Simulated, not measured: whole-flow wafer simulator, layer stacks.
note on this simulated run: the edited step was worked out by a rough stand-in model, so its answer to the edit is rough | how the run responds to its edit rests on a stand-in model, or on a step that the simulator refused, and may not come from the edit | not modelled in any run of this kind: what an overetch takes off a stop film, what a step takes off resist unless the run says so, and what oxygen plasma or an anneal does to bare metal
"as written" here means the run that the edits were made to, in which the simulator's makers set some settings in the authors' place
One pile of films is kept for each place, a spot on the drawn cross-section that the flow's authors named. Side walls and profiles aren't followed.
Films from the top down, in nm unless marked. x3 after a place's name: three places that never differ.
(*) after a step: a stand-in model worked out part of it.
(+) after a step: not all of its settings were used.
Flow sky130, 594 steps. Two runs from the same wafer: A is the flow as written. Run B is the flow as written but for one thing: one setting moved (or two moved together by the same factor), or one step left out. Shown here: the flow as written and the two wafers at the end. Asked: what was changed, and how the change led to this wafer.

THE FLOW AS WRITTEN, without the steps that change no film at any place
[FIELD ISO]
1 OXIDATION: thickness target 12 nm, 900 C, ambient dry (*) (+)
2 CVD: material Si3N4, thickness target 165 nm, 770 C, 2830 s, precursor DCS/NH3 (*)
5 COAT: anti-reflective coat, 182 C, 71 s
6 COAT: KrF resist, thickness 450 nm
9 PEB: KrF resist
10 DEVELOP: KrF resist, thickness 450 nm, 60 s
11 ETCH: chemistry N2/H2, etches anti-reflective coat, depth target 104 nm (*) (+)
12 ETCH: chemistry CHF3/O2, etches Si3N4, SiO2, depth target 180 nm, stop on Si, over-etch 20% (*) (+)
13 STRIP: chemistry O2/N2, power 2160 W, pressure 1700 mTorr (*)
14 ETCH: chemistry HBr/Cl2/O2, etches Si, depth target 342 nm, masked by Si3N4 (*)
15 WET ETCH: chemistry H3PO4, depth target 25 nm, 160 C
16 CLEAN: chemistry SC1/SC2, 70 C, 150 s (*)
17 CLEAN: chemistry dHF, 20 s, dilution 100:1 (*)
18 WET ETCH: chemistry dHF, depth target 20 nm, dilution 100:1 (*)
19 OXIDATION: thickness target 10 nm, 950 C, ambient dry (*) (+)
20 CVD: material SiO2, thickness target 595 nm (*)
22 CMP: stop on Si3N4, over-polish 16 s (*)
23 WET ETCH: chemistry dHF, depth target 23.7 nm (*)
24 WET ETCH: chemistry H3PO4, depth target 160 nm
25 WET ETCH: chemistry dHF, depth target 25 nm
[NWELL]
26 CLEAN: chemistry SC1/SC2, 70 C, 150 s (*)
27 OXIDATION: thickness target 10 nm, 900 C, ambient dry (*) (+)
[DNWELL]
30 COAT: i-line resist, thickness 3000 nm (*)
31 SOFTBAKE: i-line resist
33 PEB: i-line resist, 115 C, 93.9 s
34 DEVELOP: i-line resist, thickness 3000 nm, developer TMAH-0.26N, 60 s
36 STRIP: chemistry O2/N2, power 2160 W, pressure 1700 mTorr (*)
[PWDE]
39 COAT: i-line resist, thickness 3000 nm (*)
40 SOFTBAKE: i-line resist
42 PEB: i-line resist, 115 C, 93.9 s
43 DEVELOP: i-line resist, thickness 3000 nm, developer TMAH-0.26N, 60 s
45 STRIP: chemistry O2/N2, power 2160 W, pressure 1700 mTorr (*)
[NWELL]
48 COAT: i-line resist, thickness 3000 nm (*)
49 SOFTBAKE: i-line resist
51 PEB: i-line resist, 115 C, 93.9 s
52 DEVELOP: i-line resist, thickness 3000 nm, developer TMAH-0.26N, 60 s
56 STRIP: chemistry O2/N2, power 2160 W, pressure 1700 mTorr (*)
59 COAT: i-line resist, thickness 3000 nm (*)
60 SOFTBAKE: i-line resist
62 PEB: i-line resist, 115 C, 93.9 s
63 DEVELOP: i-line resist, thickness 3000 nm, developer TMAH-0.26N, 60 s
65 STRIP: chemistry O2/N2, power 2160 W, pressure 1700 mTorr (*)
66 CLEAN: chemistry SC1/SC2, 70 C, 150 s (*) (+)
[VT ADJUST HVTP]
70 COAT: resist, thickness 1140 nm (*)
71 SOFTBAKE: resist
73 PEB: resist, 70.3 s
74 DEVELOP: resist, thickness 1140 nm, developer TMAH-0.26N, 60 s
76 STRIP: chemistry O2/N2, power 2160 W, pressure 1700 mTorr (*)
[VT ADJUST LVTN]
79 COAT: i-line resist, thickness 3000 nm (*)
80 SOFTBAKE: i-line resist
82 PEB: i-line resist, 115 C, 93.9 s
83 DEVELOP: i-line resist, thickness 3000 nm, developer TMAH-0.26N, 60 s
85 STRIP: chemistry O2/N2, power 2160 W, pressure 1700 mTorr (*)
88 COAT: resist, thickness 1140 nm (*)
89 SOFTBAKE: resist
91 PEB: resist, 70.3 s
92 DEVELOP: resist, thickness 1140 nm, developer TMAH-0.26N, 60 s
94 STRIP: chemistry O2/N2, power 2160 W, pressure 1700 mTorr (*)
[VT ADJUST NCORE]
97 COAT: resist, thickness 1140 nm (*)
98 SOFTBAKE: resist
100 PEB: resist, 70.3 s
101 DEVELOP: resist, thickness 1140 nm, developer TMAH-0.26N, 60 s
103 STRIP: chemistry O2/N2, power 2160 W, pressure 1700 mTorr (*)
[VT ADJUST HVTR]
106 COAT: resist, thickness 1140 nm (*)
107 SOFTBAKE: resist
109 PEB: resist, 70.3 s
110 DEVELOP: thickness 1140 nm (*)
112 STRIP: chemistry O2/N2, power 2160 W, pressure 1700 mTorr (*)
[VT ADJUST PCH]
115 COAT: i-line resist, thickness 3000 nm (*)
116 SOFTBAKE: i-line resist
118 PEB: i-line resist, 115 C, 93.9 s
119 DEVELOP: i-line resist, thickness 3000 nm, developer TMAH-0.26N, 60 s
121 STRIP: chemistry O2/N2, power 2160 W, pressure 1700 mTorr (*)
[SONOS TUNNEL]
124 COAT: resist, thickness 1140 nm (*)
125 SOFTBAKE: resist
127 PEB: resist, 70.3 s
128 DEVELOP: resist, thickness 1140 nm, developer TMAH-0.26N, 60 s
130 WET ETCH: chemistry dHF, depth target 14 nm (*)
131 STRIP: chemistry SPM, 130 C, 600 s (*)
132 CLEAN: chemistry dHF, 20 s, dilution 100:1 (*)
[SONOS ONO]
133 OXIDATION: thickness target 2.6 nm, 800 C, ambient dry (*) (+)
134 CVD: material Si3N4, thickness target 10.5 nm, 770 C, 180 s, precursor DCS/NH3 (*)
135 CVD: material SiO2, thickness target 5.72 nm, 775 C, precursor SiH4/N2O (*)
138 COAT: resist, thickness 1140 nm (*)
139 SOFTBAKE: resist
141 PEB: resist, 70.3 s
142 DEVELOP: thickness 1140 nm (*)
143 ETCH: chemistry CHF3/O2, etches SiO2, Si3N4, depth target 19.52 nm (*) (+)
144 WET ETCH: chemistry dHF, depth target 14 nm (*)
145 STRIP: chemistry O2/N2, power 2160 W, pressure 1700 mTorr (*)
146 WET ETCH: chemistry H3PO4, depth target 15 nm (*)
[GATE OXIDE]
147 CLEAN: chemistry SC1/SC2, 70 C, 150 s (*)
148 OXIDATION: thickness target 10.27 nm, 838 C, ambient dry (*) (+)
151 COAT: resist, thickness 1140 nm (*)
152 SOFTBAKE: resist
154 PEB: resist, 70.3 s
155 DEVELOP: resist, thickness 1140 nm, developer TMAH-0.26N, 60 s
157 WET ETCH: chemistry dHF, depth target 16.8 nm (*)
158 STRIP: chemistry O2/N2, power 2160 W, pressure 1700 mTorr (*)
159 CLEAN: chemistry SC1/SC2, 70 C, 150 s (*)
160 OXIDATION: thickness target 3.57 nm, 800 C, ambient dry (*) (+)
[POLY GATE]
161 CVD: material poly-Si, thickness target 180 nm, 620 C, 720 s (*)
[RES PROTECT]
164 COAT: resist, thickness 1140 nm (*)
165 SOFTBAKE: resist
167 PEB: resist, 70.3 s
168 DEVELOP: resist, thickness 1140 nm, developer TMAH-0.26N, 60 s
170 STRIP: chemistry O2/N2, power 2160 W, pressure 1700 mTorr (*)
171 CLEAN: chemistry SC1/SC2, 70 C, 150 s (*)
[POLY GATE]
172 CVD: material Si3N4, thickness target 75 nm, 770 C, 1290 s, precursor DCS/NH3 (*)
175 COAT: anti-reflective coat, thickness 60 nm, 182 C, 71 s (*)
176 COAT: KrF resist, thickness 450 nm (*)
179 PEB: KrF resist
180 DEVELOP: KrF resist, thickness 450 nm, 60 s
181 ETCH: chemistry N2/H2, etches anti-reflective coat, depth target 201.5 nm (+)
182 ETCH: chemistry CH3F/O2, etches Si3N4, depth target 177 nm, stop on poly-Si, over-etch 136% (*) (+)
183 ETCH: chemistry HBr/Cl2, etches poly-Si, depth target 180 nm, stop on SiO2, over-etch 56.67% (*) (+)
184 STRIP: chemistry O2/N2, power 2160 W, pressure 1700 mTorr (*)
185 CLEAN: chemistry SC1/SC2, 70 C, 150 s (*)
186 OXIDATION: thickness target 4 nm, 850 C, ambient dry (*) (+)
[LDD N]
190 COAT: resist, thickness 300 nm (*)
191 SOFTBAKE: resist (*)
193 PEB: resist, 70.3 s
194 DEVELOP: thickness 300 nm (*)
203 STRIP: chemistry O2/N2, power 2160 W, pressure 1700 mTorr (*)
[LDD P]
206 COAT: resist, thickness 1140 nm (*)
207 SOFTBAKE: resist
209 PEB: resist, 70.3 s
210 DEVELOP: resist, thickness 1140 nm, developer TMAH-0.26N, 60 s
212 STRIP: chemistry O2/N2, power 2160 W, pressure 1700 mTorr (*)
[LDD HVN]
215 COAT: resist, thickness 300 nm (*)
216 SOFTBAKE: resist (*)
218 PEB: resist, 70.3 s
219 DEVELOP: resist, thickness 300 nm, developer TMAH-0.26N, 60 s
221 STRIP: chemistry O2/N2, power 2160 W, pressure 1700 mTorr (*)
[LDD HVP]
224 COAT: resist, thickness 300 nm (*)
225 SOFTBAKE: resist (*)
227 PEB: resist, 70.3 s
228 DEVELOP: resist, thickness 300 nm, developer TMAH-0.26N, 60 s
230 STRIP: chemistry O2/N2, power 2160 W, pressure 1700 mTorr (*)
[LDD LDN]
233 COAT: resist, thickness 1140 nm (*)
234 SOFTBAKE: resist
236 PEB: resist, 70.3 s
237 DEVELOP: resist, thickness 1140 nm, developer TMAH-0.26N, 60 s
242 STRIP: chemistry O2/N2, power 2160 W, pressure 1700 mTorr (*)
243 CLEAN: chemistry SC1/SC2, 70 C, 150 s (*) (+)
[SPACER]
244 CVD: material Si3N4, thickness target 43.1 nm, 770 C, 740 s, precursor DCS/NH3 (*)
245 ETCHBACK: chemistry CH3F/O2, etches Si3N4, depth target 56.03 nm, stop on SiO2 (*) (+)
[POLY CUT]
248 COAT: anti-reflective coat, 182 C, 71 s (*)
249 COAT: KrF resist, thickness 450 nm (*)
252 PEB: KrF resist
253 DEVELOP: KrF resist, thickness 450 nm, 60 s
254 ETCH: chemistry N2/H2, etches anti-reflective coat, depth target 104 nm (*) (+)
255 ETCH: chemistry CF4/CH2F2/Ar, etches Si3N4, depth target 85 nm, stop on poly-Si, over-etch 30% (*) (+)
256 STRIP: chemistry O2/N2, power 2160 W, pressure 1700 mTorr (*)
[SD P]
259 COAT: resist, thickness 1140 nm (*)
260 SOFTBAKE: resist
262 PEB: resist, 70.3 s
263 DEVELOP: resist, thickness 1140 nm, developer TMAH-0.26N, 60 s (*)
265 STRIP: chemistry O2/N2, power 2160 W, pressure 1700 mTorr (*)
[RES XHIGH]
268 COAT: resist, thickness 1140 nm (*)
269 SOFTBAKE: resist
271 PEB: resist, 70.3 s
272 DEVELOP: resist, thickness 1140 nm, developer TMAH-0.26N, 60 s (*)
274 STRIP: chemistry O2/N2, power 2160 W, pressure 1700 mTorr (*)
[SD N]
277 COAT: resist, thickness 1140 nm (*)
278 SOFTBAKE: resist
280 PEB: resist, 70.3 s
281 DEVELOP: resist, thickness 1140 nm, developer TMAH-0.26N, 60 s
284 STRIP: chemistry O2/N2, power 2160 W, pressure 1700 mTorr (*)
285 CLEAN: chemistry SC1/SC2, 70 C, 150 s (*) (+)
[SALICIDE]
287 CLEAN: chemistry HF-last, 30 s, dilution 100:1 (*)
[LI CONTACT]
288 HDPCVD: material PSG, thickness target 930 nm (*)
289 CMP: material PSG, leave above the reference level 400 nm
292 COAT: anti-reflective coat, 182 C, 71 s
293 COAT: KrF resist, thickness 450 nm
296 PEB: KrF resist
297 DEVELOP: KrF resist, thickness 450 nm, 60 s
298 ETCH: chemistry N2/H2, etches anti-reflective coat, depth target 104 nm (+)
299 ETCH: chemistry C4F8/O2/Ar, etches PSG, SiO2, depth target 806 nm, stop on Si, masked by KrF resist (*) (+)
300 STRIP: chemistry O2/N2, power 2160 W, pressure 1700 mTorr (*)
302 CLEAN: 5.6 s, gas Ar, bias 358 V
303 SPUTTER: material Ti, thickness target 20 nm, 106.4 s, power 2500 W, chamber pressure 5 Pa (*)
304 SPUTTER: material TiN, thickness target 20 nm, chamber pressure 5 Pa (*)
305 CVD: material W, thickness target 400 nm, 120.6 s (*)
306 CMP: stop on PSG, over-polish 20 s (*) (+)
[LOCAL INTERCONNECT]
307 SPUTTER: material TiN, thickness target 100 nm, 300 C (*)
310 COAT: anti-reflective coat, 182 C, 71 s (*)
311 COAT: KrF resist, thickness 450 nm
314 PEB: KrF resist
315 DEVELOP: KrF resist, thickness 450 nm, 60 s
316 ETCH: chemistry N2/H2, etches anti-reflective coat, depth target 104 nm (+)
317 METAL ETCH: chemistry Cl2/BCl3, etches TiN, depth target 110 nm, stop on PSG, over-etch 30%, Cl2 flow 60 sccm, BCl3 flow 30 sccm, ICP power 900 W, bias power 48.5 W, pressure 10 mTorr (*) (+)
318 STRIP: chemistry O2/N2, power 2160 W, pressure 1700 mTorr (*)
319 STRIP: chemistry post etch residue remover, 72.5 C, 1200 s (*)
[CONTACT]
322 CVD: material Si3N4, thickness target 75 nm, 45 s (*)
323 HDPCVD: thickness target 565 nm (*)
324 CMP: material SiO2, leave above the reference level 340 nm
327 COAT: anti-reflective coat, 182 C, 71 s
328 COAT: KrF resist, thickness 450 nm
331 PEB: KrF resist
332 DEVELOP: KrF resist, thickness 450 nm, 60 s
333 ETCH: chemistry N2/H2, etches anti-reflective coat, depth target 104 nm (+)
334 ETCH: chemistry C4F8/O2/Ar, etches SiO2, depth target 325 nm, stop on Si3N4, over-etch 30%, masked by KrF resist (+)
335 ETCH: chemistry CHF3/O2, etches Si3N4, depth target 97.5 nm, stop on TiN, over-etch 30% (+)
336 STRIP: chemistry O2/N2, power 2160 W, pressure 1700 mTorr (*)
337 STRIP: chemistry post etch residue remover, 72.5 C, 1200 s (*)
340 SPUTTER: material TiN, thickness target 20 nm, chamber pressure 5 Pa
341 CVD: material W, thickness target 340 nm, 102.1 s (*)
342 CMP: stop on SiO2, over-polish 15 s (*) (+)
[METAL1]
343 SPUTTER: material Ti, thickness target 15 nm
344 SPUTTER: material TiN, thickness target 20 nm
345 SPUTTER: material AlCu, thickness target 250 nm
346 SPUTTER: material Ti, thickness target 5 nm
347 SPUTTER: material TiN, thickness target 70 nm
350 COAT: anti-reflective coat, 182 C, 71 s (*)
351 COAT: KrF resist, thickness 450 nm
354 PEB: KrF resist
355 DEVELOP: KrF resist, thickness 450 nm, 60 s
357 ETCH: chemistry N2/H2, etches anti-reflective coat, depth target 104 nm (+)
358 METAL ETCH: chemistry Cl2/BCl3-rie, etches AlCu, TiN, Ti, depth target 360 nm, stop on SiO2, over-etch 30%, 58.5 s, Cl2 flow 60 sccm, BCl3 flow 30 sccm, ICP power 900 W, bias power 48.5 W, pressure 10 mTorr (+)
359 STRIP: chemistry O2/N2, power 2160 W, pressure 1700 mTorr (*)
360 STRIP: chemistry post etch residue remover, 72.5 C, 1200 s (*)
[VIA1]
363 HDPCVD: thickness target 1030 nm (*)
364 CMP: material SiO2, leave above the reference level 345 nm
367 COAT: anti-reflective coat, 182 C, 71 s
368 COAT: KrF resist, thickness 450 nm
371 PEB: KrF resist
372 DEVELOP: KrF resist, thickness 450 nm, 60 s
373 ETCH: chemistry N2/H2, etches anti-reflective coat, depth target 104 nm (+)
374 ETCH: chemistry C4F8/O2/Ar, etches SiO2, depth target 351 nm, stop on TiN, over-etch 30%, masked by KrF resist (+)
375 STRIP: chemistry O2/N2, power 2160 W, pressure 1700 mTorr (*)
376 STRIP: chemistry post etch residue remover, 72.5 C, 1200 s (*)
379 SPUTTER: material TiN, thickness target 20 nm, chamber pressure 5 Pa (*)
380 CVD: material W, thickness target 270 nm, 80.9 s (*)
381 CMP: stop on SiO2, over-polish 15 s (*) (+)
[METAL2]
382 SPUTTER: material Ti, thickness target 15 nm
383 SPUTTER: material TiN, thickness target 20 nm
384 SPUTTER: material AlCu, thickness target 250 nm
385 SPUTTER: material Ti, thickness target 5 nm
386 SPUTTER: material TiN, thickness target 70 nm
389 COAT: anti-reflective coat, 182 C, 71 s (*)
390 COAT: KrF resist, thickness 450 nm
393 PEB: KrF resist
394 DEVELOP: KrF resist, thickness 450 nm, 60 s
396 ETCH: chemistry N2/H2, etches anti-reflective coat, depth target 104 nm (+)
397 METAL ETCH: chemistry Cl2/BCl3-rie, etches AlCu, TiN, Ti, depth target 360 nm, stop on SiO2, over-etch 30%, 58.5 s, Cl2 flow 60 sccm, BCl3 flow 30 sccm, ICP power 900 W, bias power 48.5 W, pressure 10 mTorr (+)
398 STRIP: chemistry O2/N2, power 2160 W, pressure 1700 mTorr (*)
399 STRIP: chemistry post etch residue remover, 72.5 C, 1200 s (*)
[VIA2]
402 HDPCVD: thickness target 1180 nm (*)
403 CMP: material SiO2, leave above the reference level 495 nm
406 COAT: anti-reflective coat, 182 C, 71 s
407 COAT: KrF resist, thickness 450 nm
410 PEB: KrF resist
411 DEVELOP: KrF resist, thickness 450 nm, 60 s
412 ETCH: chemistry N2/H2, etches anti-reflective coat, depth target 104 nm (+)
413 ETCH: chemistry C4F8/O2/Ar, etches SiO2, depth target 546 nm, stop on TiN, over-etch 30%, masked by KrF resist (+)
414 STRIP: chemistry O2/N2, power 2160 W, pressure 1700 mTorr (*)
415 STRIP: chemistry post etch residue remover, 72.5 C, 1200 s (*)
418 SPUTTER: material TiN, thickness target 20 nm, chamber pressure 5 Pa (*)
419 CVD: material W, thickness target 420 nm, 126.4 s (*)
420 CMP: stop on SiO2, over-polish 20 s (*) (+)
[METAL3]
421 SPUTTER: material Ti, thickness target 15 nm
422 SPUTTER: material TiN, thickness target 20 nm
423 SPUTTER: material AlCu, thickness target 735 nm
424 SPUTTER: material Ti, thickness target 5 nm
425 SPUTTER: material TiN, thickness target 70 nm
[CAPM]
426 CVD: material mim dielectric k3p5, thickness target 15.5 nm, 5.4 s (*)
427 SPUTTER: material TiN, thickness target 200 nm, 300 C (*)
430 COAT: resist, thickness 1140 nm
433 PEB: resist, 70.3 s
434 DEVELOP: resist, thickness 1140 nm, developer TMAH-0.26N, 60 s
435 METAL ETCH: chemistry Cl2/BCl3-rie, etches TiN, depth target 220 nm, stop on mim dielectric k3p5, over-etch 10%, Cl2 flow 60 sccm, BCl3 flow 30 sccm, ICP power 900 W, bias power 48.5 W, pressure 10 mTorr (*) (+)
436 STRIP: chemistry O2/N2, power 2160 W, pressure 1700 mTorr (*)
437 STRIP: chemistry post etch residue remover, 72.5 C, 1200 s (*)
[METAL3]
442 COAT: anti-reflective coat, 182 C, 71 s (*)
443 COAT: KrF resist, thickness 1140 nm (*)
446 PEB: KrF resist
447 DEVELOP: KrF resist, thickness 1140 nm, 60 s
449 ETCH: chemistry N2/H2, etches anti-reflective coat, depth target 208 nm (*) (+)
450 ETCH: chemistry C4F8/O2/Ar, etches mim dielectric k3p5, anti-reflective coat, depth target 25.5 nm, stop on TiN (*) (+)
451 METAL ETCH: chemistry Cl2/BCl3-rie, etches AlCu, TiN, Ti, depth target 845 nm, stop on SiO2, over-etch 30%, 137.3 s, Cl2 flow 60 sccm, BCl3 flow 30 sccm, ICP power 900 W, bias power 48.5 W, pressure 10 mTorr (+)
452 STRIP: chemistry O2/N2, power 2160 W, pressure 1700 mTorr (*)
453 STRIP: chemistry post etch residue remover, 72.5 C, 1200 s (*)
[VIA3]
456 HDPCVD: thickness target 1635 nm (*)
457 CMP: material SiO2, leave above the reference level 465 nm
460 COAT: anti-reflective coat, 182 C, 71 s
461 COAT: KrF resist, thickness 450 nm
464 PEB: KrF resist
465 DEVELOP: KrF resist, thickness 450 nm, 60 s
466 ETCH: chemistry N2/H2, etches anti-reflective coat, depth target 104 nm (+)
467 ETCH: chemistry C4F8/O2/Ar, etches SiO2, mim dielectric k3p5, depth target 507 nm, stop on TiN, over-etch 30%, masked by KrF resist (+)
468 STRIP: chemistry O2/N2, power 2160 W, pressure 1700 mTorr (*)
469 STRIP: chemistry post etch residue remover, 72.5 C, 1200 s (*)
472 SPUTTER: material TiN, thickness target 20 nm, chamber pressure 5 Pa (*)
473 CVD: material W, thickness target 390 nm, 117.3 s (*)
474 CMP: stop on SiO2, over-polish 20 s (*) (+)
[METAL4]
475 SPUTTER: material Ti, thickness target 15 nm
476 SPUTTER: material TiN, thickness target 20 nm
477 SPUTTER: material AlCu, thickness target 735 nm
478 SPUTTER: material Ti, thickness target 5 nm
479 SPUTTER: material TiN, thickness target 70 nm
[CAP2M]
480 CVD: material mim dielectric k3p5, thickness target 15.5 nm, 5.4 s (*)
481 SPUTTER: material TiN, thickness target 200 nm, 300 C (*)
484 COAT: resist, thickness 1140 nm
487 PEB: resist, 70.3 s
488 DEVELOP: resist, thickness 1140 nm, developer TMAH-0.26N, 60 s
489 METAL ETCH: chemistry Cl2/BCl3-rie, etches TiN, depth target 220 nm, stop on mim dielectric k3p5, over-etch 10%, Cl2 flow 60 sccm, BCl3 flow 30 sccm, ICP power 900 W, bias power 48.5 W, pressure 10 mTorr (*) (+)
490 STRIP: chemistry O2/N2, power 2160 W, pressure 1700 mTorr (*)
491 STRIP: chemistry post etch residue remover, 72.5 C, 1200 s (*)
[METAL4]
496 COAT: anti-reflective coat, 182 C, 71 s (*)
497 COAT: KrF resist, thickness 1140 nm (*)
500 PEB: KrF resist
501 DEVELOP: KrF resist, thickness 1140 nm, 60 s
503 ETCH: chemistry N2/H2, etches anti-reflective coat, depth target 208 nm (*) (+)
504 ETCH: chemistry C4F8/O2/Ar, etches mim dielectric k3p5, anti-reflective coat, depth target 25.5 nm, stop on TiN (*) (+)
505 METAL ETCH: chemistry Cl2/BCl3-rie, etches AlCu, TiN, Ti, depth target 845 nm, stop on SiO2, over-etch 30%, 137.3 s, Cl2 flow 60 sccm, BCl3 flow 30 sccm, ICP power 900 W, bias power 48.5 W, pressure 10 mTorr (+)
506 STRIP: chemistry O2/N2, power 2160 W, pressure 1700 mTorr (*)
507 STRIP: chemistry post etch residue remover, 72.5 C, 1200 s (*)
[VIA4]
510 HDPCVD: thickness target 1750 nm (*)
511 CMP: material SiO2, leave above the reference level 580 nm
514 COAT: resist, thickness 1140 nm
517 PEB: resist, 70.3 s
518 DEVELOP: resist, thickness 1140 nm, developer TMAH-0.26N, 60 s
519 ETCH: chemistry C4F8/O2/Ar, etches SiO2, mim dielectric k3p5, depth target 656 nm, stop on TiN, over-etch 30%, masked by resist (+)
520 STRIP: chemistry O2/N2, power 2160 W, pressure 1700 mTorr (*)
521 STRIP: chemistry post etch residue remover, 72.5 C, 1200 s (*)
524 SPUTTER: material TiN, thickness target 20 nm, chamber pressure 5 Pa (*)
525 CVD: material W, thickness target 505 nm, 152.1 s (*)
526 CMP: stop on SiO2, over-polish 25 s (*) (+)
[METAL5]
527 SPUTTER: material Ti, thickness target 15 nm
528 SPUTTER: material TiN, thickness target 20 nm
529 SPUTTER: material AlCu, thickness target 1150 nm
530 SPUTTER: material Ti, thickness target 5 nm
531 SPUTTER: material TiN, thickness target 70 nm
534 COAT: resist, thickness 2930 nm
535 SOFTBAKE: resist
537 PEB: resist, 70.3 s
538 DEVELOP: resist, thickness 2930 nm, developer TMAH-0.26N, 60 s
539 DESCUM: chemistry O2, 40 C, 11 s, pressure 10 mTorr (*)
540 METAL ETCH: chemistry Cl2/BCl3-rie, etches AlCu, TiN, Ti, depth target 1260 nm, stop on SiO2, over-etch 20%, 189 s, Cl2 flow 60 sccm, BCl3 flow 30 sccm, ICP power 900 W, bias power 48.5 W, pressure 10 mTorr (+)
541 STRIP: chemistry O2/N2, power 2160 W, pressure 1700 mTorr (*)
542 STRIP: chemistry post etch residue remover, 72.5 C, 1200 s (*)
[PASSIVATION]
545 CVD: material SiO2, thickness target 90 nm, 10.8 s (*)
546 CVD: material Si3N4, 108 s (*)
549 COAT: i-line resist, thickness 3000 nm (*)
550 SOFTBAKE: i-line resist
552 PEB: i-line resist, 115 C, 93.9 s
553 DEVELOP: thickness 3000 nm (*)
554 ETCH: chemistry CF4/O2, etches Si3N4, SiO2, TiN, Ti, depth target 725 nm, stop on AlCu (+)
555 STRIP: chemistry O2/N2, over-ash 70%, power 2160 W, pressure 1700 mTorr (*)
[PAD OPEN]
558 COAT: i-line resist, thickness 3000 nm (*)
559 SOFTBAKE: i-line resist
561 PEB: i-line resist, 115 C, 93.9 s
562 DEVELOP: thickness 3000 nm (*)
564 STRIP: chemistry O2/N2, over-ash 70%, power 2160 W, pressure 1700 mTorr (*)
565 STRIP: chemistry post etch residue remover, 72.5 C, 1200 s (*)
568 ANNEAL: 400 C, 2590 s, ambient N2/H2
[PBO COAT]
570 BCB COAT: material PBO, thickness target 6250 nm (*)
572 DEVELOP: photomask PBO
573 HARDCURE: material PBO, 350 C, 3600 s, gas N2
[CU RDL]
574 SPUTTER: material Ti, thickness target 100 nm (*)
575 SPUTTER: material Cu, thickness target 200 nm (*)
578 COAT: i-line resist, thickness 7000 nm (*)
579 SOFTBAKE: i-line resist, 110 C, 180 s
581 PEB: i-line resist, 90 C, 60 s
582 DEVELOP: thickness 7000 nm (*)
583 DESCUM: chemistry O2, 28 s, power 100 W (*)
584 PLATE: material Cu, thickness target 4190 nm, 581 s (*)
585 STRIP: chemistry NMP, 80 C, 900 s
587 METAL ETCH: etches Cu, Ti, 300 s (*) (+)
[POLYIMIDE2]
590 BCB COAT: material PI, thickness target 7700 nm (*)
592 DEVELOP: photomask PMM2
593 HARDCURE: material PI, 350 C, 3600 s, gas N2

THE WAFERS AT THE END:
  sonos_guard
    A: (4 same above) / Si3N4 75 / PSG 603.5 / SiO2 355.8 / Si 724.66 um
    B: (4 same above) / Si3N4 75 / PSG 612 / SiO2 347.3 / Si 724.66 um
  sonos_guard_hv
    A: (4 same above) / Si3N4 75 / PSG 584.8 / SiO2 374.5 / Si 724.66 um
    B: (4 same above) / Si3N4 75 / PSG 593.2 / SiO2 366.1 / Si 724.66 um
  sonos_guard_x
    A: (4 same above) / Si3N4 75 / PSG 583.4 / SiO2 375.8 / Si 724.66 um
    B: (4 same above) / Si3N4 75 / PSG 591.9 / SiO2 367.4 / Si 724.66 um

The cause: step 130, WET ETCH: depth target 21.7 nm was run, where the flow has depth target 14 nm.

How the change led to this, step by step:
  130 WET ETCH: chemistry dHF, depth target 14 nm (*)
      sonos_guard, sonos_guard_hv, sonos_guard_x: A SiO2 -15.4 | B SiO2 -23.9
  139 SOFTBAKE: resist
      poly_endcap: A resist +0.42 | B resist -0.89
  175 COAT: anti-reflective coat, thickness 60 nm, 182 C, 71 s (*)
      m1: A anti-reflective coat +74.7 (new film) | B anti-reflective coat +72.9 (new film)
      sonos_cell: A anti-reflective coat +62.3 (new film) | B anti-reflective coat +60.1 (new film)
      (and at 4 more places)
  181 ETCH: chemistry N2/H2, etches anti-reflective coat, depth target 201.5 nm (+)
      nwell_res: A anti-reflective coat -74 (all of it), Si3N4 -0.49 | B anti-reflective coat -72.5 (all of it), Si3N4 -0.51
      sonos_guard: A anti-reflective coat -45.7 (all of it), Si3N4 -0.85 | B anti-reflective coat -51.6 (all of it), Si3N4 -0.78
      (and at 2 more places)
  184 STRIP: chemistry O2/N2, power 2160 W, pressure 1700 mTorr (*)
      m1: A KrF resist -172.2 (all of it), anti-reflective coat -74.7 (all of it) | B KrF resist -173.2 (all of it), anti-reflective coat -72.9 (all of it)
      sonos_cell: A KrF resist -172.8 (all of it), anti-reflective coat -62.3 (all of it) | B KrF resist -174 (all of it), anti-reflective coat -60.1 (all of it)
  190 COAT: resist, thickness 300 nm (*)
      sonos_guard_hv: A resist +345.6 (new film) | B resist +352.8 (new film)
      sonos_guard_x: A resist +305.1 (new film) | B resist +312.6 (new film)
  203 STRIP: chemistry O2/N2, power 2160 W, pressure 1700 mTorr (*)
      sonos_guard_hv: A resist -341.3 (all of it) | B resist -348.4 (all of it)
      sonos_guard_x: A resist -301.4 (all of it) | B resist -308.9 (all of it)
  215 COAT: resist, thickness 300 nm (*)
      sonos_guard_hv: A resist +345.6 (new film) | B resist +352.8 (new film)
      sonos_guard_x: A resist +305.1 (new film) | B resist +312.6 (new film)
  221 STRIP: chemistry O2/N2, power 2160 W, pressure 1700 mTorr (*)
      sonos_guard_hv: A resist -341.3 (all of it) | B resist -348.4 (all of it)
      sonos_guard_x: A resist -301.4 (all of it) | B resist -308.9 (all of it)
  224 COAT: resist, thickness 300 nm (*)
      sonos_guard_hv: A resist +345.6 (new film) | B resist +352.8 (new film)
      sonos_guard_x: A resist +305.1 (new film) | B resist +312.6 (new film)
  230 STRIP: chemistry O2/N2, power 2160 W, pressure 1700 mTorr (*)
      sonos_guard_hv: A resist -341.3 (all of it) | B resist -348.4 (all of it)
      sonos_guard_x: A resist -301.4 (all of it) | B resist -308.9 (all of it)
  248 COAT: anti-reflective coat, 182 C, 71 s (*)
      pplus_nw: A anti-reflective coat +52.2 (new film) | B anti-reflective coat +51.1 (new film)
      sonos_guard: A anti-reflective coat +137.3 (new film) | B anti-reflective coat +144.9 (new film)
      (and at 2 more places)
  256 STRIP: chemistry O2/N2, power 2160 W, pressure 1700 mTorr (*)
      pplus_nw: A KrF resist -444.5 (all of it), anti-reflective coat -52.2 (all of it) | B KrF resist -445.2 (all of it), anti-reflective coat -51.1 (all of it)
      sonos_guard: A KrF resist -360.5 (all of it), anti-reflective coat -137.3 (all of it) | B KrF resist -361 (all of it), anti-reflective coat -144.9 (all of it)
      (and at 2 more places)
  289 CMP: material PSG, leave above the reference level 400 nm
      sonos_guard: A PSG -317 | B PSG -308.6
      sonos_guard_hv: A PSG -335.8 | B PSG -327.3
      (and at 1 more place)
